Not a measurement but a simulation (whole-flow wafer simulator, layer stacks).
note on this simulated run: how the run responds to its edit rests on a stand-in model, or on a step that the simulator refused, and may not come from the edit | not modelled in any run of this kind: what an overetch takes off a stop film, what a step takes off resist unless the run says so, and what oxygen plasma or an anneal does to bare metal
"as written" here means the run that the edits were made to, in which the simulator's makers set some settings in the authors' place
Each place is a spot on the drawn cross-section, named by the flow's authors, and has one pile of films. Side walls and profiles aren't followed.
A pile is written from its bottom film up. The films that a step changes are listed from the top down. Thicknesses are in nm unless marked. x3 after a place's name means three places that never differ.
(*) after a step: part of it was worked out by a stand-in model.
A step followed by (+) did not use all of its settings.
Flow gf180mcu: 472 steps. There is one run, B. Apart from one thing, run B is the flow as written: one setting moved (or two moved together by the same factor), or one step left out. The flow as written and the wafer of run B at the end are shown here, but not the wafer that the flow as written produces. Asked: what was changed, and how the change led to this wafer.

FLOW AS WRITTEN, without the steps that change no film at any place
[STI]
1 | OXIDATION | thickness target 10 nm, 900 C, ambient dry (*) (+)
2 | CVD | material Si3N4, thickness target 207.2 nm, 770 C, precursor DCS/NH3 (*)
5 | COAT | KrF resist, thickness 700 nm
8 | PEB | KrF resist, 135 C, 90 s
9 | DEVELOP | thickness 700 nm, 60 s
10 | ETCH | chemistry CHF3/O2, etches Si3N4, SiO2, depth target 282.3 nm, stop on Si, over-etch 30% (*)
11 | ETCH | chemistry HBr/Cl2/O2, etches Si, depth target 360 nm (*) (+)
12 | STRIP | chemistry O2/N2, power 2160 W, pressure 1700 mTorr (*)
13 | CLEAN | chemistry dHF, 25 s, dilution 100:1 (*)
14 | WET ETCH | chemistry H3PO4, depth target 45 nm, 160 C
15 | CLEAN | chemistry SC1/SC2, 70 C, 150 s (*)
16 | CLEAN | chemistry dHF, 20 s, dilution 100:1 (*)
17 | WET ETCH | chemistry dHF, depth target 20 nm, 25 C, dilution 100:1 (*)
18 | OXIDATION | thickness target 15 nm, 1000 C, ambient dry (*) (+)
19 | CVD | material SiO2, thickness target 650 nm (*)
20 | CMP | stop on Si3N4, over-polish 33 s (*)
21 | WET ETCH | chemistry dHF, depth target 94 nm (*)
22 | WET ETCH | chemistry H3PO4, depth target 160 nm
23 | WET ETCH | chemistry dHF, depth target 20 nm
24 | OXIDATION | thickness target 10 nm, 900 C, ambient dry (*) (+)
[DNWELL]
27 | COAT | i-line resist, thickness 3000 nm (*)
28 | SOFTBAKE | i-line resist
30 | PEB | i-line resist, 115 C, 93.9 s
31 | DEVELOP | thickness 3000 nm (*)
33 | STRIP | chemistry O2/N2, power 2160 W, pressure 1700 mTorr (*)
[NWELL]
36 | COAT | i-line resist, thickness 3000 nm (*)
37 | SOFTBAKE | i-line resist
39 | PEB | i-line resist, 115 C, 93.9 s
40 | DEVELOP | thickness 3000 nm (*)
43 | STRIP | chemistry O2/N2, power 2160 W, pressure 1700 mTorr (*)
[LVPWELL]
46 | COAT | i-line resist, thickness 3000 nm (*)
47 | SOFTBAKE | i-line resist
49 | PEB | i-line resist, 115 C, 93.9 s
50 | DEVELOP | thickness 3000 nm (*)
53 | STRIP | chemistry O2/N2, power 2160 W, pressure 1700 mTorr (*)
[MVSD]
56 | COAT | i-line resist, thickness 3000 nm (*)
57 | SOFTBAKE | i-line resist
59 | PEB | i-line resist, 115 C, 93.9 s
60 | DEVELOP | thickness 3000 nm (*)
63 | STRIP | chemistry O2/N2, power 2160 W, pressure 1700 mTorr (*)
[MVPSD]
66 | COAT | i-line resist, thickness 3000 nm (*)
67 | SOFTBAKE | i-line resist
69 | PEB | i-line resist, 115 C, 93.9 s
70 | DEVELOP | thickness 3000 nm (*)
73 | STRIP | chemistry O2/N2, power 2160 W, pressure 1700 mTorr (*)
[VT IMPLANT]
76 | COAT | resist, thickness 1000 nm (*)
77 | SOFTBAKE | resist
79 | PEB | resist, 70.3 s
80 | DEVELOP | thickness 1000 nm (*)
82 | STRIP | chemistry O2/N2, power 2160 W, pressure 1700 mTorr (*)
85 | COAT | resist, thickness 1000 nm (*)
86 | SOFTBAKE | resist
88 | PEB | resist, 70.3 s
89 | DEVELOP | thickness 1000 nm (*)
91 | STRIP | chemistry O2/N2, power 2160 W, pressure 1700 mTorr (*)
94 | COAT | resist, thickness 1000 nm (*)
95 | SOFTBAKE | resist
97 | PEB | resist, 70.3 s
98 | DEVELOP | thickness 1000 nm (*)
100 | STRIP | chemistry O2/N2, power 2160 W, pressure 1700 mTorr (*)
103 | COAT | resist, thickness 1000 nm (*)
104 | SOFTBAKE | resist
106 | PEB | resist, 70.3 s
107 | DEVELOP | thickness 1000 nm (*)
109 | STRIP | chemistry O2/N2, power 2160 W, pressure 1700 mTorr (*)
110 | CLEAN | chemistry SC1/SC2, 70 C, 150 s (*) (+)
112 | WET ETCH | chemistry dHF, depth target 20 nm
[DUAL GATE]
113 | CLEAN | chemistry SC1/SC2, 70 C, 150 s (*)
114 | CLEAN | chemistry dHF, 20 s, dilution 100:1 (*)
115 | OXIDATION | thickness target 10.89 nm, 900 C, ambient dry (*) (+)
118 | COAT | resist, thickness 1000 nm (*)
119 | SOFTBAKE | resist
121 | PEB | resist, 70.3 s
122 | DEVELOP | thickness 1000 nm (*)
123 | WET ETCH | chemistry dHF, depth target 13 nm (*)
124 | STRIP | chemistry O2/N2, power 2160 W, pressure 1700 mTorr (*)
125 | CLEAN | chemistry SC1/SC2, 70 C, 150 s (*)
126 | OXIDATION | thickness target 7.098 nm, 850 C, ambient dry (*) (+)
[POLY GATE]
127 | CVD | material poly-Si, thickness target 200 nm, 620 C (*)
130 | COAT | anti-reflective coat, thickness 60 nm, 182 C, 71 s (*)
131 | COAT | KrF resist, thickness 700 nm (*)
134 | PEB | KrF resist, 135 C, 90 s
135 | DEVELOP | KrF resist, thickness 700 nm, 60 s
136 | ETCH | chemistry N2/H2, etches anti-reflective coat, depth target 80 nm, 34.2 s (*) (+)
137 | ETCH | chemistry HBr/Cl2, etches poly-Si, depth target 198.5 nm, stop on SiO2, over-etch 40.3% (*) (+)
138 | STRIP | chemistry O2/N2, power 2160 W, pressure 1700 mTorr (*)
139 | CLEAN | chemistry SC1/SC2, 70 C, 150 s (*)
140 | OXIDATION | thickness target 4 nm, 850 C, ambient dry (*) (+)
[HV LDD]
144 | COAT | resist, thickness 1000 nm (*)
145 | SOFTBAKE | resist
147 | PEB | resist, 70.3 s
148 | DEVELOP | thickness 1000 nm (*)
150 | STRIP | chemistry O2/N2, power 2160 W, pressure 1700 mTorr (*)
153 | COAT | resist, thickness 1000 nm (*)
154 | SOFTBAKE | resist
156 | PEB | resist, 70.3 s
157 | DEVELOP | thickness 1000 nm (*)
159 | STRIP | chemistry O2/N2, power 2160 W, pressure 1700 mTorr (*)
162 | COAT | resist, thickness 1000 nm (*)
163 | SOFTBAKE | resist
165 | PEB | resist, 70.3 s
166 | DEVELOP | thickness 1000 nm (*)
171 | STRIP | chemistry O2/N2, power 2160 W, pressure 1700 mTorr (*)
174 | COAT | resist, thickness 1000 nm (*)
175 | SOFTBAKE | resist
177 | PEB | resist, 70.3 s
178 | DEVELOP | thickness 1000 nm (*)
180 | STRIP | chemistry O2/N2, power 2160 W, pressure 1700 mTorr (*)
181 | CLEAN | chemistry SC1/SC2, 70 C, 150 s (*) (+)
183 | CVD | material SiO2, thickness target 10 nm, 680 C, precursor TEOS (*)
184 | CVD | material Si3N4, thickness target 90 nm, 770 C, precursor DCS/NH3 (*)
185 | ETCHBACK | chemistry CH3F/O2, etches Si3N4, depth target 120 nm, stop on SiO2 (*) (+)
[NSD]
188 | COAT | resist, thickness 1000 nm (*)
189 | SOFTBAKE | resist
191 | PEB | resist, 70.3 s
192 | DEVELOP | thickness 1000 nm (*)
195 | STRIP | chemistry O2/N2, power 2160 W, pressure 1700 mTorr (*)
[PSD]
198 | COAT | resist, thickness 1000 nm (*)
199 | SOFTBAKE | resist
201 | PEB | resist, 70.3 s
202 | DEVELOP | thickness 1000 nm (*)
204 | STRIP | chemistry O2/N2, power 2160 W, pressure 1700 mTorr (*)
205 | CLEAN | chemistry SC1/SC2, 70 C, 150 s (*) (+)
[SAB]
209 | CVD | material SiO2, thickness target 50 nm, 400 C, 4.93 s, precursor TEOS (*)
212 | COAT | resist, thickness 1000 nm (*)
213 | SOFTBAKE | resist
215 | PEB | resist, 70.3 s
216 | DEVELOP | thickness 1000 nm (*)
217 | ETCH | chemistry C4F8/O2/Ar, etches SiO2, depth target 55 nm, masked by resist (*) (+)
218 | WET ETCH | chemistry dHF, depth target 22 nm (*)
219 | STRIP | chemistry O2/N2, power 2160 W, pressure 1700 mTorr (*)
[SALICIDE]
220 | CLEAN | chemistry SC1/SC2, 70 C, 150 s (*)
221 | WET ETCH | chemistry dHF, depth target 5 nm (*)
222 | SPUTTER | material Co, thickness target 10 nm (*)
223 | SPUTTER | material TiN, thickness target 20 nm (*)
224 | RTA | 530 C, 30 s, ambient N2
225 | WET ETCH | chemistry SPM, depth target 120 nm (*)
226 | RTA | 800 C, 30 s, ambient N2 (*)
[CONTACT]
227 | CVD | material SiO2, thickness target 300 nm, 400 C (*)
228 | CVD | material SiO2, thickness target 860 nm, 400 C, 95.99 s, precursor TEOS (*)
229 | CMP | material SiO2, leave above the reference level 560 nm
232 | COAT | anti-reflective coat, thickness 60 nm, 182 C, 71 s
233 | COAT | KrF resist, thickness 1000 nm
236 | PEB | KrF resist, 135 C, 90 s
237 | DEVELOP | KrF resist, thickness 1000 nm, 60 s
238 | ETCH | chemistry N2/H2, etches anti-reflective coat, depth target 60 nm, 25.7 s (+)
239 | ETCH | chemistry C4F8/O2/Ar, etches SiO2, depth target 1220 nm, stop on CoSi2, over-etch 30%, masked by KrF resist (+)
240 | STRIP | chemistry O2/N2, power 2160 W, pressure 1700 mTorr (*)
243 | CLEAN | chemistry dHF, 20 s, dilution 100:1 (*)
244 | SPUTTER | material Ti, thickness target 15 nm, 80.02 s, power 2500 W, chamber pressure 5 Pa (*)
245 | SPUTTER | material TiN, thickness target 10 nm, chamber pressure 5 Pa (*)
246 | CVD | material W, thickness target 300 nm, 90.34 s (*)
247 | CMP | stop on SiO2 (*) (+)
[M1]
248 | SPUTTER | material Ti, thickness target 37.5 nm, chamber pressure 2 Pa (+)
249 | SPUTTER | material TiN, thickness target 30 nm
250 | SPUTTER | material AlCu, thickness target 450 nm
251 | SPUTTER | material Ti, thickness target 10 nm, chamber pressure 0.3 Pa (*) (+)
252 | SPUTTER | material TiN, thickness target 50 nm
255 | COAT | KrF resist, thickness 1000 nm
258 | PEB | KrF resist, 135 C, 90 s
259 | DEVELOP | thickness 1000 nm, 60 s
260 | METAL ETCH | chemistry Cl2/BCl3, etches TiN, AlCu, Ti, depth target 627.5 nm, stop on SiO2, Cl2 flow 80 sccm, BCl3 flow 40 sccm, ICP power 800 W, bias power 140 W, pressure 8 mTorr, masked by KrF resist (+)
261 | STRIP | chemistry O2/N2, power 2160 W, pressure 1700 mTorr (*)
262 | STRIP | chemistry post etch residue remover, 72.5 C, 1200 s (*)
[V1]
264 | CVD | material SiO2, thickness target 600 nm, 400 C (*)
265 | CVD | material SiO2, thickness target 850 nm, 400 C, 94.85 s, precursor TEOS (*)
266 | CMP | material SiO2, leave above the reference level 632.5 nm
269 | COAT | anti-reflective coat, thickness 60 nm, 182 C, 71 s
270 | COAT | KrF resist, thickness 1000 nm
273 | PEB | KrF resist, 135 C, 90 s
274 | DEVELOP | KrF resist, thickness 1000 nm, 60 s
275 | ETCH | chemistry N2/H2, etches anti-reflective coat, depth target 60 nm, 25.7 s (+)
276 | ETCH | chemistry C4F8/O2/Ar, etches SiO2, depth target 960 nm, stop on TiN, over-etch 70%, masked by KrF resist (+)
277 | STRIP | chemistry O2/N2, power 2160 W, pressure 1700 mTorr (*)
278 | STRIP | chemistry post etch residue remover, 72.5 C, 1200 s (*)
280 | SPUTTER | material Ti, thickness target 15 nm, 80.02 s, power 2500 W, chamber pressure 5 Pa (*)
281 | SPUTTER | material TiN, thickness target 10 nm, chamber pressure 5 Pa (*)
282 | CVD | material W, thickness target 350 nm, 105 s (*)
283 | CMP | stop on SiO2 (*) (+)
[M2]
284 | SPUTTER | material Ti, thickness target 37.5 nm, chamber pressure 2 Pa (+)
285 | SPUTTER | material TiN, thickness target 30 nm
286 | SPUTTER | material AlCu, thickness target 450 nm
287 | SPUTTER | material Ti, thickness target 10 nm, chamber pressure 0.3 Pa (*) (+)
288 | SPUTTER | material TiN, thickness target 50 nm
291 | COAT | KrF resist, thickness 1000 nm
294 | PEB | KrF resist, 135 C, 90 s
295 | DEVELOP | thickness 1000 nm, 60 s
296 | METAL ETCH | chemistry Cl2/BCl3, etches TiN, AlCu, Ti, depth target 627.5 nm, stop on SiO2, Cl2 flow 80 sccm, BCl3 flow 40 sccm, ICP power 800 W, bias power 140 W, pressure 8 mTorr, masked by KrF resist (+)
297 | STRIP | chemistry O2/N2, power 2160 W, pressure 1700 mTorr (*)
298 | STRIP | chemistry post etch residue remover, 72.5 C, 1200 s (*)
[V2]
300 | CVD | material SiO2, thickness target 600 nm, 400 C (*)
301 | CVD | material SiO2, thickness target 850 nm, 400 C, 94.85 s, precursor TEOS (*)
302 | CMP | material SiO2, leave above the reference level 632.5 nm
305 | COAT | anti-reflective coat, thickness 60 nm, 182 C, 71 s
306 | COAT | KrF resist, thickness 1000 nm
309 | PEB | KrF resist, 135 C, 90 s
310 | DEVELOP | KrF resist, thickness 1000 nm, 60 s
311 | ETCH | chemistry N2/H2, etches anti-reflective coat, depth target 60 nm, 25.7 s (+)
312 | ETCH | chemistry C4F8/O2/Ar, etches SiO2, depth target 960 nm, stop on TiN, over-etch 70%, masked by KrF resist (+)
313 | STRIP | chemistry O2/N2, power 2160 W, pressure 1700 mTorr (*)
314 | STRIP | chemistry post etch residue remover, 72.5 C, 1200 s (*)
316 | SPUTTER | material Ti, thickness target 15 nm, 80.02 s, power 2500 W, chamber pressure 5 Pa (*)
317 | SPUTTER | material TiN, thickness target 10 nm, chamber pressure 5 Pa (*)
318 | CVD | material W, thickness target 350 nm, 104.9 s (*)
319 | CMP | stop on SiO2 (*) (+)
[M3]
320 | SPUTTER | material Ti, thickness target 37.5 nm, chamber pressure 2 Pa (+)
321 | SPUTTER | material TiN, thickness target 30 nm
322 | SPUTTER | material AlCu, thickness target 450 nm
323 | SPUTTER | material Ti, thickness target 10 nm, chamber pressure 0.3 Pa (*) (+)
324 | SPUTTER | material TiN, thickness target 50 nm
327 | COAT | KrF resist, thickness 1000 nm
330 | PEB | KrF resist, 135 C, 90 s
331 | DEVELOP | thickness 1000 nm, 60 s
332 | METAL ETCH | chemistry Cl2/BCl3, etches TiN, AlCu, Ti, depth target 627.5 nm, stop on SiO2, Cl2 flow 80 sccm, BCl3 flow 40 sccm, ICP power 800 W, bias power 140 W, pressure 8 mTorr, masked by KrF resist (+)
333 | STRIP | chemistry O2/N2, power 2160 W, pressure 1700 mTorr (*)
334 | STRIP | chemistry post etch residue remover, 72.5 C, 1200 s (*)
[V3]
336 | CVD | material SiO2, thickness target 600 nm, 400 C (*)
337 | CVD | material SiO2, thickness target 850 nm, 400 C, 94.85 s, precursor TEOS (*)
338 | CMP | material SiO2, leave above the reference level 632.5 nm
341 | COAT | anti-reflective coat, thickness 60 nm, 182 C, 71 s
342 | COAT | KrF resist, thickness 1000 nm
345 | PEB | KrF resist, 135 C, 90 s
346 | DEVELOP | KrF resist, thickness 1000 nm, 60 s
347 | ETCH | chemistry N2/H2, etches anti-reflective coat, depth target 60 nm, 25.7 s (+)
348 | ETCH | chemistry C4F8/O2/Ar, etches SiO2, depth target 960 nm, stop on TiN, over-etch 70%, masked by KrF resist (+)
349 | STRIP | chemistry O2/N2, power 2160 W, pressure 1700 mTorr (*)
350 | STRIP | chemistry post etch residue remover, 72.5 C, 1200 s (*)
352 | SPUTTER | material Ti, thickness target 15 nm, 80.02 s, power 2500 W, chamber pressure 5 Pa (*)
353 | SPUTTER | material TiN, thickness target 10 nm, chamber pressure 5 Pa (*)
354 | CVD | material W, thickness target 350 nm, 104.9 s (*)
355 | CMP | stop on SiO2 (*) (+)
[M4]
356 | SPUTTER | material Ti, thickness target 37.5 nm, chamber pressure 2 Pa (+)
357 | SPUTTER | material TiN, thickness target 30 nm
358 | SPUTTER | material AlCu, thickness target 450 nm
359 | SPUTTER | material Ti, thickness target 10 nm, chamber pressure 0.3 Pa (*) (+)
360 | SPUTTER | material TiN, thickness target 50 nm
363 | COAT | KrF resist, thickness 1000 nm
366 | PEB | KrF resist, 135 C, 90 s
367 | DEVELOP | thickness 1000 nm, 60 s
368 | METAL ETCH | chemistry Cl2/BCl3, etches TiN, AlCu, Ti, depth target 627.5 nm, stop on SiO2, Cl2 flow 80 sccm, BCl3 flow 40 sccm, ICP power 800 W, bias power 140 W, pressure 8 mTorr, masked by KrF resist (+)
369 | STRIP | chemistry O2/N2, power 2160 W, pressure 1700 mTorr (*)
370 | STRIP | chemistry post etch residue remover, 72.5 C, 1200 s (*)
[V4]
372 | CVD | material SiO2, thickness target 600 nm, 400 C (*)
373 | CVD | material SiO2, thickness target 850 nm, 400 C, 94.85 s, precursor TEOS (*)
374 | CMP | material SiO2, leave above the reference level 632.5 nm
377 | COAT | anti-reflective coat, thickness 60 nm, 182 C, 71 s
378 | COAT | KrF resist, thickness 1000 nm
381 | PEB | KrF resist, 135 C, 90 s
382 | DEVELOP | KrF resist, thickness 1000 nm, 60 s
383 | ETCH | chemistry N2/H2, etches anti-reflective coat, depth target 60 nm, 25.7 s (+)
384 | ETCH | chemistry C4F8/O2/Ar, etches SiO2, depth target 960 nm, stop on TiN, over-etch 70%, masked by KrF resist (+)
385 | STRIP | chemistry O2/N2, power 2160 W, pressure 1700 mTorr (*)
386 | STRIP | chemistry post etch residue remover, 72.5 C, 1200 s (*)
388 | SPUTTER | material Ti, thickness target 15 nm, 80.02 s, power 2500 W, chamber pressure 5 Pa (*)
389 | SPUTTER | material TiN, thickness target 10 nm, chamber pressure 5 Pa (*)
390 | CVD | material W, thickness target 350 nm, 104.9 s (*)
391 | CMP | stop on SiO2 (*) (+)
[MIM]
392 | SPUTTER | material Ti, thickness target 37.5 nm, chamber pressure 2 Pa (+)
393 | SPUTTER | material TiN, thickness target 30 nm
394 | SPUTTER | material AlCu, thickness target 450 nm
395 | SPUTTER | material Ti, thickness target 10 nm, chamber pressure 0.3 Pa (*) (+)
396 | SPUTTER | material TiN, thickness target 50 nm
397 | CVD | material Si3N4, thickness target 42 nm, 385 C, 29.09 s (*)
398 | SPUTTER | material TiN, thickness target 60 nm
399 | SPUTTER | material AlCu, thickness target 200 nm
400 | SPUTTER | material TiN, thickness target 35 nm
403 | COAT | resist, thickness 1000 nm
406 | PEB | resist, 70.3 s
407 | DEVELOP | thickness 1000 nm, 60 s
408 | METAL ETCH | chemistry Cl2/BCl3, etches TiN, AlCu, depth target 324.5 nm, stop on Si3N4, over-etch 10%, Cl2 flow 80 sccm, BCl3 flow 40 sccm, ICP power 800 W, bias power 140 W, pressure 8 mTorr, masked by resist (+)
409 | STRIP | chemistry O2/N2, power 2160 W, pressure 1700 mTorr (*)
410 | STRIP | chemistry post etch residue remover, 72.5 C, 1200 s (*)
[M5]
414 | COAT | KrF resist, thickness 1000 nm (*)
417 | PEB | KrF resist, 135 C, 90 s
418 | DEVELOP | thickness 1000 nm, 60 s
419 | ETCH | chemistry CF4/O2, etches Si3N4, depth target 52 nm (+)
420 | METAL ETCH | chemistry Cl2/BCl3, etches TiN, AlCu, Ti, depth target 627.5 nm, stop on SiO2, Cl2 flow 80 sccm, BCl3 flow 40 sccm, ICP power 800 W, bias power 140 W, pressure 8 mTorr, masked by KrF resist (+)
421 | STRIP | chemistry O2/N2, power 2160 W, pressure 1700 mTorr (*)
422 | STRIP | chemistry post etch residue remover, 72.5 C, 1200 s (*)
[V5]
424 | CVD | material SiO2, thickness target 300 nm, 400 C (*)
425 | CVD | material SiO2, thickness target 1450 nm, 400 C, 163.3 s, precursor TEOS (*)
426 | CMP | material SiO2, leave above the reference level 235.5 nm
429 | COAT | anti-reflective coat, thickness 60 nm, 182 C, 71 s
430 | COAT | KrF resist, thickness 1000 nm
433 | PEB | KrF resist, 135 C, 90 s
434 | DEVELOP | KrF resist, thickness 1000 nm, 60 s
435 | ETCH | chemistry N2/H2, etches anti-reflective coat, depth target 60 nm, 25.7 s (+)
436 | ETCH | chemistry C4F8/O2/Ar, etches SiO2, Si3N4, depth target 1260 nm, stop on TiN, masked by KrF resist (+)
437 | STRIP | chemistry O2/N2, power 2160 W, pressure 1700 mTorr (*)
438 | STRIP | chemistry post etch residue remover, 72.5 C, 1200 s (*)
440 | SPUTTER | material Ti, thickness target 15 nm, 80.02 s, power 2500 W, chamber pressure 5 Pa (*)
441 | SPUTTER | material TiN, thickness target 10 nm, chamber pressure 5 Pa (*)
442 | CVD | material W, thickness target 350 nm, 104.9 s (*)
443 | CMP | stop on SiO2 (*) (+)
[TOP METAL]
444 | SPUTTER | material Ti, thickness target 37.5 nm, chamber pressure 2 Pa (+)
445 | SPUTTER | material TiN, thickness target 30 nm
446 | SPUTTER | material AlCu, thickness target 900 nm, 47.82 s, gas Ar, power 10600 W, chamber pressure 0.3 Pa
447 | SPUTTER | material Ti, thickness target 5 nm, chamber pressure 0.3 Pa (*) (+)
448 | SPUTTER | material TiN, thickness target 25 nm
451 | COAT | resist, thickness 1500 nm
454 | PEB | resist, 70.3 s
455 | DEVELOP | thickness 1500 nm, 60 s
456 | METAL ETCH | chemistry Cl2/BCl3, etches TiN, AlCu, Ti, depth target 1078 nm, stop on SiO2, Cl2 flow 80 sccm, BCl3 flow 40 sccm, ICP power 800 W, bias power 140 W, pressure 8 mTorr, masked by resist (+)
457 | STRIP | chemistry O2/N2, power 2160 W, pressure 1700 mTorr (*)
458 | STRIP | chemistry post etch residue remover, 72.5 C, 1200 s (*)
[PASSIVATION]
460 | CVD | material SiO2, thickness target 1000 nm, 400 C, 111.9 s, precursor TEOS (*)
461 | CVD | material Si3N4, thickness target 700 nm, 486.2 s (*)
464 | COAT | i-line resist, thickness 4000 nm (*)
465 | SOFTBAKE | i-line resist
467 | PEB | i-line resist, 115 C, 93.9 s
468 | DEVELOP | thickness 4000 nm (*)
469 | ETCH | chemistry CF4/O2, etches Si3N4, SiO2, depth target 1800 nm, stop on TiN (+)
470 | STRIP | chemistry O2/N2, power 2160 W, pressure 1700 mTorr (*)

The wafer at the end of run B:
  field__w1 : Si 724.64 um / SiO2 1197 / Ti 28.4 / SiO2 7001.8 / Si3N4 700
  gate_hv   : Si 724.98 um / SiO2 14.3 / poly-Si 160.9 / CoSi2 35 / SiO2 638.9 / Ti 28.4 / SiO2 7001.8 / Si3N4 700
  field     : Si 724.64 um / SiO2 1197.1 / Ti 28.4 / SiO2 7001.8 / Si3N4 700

Cause: step 260, METAL ETCH: depth target 549.1 nm was run, whereas the flow has depth target 627.5 nm.

The path from the change to this, step by step:
  260 | METAL ETCH | chemistry Cl2/BCl3, etches TiN, AlCu, Ti, depth target 627.5 nm, stop on SiO2, Cl2 flow 80 sccm, BCl3 flow 40 sccm, ICP power 800 W, bias power 140 W, pressure 8 mTorr, masked by KrF resist (+)
      field, field__w1, field__w2 and 99 more: -50 TiN (all of it), -10 Ti (all of it), -450 AlCu (all of it), -30 TiN (all of it), -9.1 Ti (it would be, as written: -50 TiN (all of it), -10 Ti (all of it), -450 AlCu (all of it), -30 TiN (all of it), -37.5 Ti (all of it))
      field__w8, contact, m1 and 6 more: -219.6 KrF resist (it would be, as written: -251 KrF resist)
  261 | STRIP | chemistry O2/N2, power 2160 W, pressure 1700 mTorr (*)
      field__w8, contact, m1 and 6 more: -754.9 KrF resist (all of it) (it would be, as written: -723.5 KrF resist (all of it))
  264 | CVD | material SiO2, thickness target 600 nm, 400 C (*)
      field, field__w1, field__w2 and 99 more: +600 SiO2 (new film) (it would be, as written: +600 SiO2)
  266 | CMP | material SiO2, leave above the reference level 632.5 nm
      field, field__w1, field__w2 and 99 more: -328.4 SiO2 (it would be, as written: -300 SiO2)
With metal films that touch counted as one body, field__w1 has 1 body; the flow as written gives 0 bodies.
With metal films that touch counted as one body, gate_hv has 2 bodies (between them, from the top down: SiO2 638.9); the flow as written gives 1 body.
With metal films that touch counted as one body, field has 1 body; the flow as written gives 0 bodies.
